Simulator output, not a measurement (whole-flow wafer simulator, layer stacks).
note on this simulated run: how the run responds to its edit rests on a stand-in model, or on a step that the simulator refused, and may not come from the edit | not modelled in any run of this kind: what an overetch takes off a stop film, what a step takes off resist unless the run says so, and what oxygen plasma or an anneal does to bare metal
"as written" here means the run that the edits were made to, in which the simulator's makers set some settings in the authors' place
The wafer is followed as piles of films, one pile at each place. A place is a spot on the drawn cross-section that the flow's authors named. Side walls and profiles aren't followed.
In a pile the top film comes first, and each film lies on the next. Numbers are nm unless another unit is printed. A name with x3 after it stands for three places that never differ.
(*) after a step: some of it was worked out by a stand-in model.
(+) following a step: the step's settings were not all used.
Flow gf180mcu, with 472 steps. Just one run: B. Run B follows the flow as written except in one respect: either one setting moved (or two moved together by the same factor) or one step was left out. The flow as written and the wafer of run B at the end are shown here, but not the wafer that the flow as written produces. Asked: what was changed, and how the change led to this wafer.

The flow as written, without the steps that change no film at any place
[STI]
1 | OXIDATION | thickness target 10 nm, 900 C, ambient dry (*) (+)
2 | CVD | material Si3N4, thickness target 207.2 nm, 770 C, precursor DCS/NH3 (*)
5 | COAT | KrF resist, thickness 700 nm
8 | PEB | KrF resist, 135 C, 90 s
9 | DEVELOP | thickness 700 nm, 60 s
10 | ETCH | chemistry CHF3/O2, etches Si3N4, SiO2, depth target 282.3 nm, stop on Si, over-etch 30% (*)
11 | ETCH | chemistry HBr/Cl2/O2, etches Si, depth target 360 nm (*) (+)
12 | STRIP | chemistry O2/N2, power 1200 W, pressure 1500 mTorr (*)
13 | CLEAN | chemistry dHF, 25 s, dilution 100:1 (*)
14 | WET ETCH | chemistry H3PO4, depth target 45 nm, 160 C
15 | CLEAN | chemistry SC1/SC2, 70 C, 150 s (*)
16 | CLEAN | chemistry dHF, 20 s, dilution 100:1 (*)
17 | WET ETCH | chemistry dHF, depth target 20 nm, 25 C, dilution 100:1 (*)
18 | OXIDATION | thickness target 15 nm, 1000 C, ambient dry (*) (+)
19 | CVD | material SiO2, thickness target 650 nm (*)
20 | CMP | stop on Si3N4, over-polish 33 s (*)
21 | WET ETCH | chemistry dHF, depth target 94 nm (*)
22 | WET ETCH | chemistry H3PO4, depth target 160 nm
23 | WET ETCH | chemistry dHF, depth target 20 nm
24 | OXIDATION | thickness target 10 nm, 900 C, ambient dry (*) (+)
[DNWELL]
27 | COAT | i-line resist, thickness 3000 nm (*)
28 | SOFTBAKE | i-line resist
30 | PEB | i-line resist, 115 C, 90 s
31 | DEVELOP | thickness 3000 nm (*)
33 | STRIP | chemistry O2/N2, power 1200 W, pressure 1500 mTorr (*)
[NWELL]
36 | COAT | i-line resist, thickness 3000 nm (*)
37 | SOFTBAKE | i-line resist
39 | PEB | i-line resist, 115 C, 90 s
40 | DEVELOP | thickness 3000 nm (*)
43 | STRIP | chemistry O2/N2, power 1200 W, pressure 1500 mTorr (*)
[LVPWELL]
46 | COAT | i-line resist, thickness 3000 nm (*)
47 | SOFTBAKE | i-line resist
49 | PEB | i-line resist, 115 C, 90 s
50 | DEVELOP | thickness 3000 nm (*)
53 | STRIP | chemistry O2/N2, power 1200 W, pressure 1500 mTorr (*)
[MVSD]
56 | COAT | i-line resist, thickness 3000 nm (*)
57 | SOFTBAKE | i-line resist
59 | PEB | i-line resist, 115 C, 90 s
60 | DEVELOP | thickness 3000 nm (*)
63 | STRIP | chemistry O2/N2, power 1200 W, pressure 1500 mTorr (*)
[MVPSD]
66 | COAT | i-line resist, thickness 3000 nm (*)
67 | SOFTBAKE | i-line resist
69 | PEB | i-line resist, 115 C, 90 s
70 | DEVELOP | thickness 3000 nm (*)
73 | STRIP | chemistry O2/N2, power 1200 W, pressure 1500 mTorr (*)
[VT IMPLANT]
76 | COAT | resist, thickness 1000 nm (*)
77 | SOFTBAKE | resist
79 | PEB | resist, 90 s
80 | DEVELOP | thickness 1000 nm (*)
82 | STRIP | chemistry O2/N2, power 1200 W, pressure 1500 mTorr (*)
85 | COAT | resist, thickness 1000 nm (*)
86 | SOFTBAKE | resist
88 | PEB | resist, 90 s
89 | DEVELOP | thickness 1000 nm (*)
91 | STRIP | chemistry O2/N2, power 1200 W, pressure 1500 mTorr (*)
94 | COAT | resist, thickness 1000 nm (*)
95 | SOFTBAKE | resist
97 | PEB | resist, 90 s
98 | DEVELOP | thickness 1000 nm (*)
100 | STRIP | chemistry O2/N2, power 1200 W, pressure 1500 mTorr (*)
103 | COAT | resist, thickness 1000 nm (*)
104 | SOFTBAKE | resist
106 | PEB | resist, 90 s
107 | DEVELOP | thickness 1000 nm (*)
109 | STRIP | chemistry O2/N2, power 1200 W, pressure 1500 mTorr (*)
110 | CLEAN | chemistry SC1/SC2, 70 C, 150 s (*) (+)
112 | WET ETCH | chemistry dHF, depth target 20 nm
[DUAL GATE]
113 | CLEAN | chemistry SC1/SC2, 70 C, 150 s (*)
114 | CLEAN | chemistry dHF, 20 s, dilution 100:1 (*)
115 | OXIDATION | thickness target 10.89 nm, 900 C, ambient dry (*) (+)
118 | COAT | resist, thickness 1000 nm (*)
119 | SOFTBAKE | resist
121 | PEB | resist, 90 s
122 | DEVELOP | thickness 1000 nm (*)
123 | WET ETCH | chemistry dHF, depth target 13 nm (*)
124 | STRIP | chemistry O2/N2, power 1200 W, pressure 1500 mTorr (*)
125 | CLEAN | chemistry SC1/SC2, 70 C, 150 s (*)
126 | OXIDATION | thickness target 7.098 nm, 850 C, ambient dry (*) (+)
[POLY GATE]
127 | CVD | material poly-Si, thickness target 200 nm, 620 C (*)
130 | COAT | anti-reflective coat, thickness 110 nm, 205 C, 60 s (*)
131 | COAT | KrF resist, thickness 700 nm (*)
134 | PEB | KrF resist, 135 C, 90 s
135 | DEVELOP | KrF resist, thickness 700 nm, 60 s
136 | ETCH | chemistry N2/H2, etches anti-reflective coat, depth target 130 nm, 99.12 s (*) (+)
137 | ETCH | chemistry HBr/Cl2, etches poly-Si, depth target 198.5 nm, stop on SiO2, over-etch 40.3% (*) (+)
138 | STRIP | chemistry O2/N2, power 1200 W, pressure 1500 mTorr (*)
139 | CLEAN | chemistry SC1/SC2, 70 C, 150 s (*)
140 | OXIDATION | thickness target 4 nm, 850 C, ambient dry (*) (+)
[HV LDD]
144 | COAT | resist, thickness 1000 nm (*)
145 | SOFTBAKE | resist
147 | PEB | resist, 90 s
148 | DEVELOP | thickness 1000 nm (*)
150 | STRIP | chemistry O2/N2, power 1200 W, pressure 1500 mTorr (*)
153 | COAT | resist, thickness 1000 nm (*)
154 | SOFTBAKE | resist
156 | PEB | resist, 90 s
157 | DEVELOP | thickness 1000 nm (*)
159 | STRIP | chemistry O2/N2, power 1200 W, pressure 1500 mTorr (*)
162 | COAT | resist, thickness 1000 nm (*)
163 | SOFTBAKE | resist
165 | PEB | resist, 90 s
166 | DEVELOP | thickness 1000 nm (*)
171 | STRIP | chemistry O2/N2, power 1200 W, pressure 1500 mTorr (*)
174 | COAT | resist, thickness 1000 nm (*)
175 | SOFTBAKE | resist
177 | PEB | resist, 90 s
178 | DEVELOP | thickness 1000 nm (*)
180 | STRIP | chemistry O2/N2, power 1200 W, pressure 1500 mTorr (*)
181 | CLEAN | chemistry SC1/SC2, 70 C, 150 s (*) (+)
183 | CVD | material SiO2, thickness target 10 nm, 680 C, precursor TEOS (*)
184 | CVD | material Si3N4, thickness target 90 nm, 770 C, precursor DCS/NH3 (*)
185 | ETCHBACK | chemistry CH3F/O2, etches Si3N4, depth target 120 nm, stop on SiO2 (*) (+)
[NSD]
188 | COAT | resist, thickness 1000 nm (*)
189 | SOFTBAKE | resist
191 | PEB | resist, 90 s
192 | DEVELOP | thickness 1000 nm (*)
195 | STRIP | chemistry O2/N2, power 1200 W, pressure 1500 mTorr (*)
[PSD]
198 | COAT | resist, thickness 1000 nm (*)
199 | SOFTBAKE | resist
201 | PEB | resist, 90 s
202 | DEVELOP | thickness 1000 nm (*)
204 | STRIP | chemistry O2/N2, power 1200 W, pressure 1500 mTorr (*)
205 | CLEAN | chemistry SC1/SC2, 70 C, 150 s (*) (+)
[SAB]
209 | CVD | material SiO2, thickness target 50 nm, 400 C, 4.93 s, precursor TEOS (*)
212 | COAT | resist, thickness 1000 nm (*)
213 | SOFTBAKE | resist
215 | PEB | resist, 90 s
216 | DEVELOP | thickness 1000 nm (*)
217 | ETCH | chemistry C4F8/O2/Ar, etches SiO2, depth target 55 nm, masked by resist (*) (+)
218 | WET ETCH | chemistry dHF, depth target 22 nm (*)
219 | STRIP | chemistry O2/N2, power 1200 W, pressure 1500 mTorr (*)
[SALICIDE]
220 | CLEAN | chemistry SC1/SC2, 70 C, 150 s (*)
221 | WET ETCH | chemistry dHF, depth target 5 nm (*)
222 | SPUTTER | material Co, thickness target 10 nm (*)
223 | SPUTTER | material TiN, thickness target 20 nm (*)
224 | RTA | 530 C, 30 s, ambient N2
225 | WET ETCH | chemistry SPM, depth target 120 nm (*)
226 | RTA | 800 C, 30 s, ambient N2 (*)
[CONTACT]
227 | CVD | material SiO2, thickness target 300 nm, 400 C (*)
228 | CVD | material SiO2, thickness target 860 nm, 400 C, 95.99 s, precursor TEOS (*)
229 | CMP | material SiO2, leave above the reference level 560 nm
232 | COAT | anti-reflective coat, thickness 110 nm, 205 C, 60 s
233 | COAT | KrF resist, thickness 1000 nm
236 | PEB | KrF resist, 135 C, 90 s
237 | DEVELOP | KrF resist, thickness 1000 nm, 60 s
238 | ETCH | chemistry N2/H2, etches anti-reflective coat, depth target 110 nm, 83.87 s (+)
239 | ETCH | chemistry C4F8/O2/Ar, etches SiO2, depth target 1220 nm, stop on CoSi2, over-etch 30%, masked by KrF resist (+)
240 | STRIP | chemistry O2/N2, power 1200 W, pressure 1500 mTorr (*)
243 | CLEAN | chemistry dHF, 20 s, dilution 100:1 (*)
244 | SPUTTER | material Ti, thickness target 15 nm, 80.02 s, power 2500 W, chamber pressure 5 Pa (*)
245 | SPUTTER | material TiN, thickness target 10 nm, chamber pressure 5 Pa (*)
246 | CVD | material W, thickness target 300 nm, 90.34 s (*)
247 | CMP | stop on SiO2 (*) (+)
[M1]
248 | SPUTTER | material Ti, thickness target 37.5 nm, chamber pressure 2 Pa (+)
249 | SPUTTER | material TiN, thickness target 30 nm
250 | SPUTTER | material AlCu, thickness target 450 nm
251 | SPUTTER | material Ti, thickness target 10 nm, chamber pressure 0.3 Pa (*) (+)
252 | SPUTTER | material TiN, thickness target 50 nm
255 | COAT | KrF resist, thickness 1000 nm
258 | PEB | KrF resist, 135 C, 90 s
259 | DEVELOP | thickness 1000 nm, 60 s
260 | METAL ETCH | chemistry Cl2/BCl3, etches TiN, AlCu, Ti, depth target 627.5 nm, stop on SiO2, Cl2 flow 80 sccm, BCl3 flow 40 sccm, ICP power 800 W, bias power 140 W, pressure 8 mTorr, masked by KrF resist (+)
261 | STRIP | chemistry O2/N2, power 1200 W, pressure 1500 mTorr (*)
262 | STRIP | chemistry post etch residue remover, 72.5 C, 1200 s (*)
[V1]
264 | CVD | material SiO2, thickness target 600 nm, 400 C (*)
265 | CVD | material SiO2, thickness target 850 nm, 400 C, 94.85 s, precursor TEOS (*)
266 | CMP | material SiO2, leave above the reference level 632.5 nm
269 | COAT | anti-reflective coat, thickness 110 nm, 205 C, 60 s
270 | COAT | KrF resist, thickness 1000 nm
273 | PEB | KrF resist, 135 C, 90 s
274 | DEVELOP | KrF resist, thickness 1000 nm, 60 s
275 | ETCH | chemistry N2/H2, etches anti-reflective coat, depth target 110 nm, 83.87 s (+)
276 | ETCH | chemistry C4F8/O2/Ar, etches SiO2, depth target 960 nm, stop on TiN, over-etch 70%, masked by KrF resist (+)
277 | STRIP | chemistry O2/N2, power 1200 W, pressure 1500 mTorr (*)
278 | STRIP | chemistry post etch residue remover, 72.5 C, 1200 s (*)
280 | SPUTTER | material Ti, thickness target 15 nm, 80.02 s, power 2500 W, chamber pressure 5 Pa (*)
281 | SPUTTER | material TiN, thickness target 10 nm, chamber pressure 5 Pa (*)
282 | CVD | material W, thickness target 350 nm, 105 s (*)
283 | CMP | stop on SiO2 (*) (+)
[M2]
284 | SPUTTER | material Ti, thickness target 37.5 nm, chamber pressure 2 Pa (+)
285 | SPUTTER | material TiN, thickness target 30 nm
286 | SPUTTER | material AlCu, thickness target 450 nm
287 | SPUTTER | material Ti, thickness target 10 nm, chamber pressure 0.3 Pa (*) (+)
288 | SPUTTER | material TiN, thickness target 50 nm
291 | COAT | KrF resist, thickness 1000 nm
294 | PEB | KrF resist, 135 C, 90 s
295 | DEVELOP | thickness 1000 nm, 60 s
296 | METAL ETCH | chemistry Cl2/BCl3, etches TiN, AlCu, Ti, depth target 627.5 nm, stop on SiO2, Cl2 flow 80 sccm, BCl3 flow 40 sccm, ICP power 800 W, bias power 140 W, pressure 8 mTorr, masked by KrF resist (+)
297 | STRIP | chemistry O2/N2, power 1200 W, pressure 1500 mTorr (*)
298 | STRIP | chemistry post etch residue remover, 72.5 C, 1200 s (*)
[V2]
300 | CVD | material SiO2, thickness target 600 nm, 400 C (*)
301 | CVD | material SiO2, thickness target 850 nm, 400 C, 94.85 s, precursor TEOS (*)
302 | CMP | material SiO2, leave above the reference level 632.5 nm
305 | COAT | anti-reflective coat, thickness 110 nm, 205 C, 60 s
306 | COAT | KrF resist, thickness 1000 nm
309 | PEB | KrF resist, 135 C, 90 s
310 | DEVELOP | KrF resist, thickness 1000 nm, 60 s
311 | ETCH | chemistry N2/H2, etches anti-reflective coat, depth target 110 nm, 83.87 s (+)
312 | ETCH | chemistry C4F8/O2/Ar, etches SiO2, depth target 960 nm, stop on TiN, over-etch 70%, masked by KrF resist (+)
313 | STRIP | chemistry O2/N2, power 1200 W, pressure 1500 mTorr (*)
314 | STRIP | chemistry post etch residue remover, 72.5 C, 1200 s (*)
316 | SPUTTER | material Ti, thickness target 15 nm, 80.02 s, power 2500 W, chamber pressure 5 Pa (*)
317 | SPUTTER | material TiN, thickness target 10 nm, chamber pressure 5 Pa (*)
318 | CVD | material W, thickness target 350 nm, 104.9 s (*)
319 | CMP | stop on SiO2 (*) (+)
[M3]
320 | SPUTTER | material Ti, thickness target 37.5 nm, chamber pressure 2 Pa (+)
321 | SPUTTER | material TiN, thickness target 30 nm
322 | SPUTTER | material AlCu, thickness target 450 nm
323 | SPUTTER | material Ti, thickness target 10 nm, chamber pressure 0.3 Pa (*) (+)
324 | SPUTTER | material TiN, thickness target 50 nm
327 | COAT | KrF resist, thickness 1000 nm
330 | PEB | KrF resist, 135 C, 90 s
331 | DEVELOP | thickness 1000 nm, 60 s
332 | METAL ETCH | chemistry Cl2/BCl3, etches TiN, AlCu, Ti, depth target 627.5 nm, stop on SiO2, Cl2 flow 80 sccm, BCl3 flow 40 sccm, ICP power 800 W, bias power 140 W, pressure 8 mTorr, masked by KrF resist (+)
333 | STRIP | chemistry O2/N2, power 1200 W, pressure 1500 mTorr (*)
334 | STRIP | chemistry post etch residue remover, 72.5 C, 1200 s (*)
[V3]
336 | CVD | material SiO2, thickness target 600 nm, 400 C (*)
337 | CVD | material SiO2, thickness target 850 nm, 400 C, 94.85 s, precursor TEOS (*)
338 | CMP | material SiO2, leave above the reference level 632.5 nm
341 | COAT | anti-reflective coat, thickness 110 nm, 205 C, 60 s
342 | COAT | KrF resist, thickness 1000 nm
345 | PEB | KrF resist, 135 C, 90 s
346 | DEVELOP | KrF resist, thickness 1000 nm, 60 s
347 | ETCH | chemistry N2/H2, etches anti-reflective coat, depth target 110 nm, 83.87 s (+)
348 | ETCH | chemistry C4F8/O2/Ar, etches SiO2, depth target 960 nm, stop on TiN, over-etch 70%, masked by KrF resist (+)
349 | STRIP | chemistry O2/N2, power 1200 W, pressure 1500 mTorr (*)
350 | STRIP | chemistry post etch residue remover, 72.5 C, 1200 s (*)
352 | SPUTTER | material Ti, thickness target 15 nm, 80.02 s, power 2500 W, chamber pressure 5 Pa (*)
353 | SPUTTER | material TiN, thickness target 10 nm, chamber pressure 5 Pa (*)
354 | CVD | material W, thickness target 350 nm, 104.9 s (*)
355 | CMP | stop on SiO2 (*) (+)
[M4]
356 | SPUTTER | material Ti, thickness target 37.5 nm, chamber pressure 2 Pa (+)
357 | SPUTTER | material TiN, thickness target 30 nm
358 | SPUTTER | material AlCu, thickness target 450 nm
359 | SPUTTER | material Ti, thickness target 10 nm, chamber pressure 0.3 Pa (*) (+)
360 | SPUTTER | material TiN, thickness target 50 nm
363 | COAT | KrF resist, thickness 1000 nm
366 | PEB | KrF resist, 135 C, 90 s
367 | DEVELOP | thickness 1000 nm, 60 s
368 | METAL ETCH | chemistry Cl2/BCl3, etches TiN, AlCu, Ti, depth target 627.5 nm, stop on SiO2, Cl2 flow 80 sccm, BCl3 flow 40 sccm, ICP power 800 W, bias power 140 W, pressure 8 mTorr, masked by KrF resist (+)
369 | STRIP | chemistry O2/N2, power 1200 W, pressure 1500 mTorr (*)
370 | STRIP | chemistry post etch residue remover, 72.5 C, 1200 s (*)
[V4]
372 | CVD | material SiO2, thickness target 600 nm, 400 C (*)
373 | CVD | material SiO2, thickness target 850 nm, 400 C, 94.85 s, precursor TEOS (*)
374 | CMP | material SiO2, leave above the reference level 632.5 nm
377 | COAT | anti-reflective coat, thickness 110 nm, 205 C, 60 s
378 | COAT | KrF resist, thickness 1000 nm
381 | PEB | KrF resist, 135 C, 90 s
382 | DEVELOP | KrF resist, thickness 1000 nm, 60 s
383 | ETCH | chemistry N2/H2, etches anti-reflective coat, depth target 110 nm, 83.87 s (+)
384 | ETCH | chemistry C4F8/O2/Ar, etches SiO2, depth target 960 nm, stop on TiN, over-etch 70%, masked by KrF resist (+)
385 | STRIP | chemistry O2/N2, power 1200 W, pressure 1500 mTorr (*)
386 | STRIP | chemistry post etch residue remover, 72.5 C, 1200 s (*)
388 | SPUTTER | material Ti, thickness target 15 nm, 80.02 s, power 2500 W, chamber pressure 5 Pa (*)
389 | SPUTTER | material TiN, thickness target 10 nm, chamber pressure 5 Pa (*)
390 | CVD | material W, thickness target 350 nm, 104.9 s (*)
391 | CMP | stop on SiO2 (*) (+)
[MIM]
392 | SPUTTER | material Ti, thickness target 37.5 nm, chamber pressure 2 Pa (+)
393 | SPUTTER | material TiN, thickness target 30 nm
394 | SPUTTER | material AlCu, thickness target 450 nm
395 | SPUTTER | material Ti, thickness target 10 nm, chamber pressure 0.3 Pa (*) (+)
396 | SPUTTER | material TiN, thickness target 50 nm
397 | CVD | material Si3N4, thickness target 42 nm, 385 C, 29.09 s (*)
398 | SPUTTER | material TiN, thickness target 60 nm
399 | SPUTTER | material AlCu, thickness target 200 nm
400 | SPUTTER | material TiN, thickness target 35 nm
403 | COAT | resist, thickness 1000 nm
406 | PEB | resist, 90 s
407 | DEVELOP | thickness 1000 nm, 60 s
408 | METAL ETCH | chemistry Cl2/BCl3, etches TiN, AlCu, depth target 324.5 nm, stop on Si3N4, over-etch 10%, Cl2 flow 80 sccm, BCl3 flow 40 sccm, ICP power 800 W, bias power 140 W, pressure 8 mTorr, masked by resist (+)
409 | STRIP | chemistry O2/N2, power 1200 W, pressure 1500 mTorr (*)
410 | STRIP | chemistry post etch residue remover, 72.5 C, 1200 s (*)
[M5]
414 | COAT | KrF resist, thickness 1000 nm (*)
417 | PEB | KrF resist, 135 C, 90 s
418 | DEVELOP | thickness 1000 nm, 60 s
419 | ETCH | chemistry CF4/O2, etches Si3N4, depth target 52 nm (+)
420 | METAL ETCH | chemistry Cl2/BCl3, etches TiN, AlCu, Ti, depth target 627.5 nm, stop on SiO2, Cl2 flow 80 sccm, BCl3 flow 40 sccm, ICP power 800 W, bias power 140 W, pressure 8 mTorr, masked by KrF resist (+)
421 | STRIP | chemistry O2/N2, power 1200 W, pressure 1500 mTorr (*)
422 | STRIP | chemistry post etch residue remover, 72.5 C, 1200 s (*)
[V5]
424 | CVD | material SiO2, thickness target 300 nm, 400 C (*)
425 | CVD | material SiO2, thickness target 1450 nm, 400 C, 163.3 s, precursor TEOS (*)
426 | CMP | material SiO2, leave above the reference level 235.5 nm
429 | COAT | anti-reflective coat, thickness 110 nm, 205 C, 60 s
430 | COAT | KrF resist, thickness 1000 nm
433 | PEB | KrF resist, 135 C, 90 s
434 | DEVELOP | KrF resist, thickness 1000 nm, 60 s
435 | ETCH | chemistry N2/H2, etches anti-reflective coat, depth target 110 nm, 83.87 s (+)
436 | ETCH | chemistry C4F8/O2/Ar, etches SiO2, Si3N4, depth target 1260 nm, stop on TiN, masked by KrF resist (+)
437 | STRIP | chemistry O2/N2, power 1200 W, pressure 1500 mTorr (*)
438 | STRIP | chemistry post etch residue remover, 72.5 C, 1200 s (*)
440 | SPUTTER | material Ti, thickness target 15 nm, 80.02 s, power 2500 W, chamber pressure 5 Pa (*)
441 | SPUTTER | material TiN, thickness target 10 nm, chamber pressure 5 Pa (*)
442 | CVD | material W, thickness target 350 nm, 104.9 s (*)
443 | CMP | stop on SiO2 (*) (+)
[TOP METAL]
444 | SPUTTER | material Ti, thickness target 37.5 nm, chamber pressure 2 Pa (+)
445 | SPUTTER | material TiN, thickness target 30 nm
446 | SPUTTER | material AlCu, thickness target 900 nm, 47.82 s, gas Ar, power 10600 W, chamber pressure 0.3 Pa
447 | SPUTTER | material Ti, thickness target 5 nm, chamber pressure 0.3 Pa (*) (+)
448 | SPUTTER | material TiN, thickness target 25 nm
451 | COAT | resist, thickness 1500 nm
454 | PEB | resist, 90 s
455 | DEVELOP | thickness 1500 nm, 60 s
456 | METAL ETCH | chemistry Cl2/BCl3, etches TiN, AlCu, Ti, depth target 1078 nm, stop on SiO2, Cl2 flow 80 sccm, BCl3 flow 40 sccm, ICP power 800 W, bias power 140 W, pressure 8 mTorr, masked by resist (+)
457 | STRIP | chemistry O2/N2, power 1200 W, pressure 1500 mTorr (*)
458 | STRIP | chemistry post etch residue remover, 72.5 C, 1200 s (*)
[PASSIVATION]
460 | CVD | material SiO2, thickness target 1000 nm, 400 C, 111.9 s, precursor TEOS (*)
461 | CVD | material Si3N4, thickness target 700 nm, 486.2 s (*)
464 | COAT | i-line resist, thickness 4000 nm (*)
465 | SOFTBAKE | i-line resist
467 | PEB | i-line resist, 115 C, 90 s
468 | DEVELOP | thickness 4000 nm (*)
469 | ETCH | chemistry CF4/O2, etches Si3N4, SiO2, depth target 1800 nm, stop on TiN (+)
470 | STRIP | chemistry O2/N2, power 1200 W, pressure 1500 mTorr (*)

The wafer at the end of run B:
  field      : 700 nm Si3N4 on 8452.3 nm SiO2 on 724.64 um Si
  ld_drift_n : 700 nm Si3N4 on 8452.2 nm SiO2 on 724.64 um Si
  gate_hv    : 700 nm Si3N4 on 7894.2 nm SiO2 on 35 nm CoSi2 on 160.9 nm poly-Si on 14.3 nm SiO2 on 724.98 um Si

What caused this: step 286, SPUTTER: thickness target 675 nm was run, though the flow has thickness target 450 nm; step 296, METAL ETCH: depth target 941 nm was run, where the flow has depth target 627.5 nm.

How this came from the change, step by step:
  286 | SPUTTER | material AlCu, thickness target 450 nm
      field, field__w1, field__w2 and 108 more: +675 AlCu (new film) (it would be, as written: +450 AlCu (new film))
  296 | METAL ETCH | chemistry Cl2/BCl3, etches TiN, AlCu, Ti, depth target 627.5 nm, stop on SiO2, Cl2 flow 80 sccm, BCl3 flow 40 sccm, ICP power 800 W, bias power 140 W, pressure 8 mTorr, masked by KrF resist (+)
      field, field__w1, field__w2 and 103 more: -50 TiN (all of it), -10 Ti (all of it), -675 AlCu (all of it), -30 TiN (all of it), -37.5 Ti (all of it) (it would be, as written: -50 TiN (all of it), -10 Ti (all of it), -450 AlCu (all of it), -30 TiN (all of it), -37.5 Ti (all of it))
      field__w8, contact, m1, m1__w1, m1_nw: -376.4 KrF resist (it would be, as written: -251 KrF resist)
  297 | STRIP | chemistry O2/N2, power 1200 W, pressure 1500 mTorr (*)
      field__w8, contact, m1, m1__w1, m1_nw: -602 KrF resist (all of it) (it would be, as written: -727.4 KrF resist (all of it))
  302 | CMP | material SiO2, leave above the reference level 632.5 nm
      field, field__w1, field__w2 and 103 more: -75 SiO2 (it would be, as written: -300 SiO2)
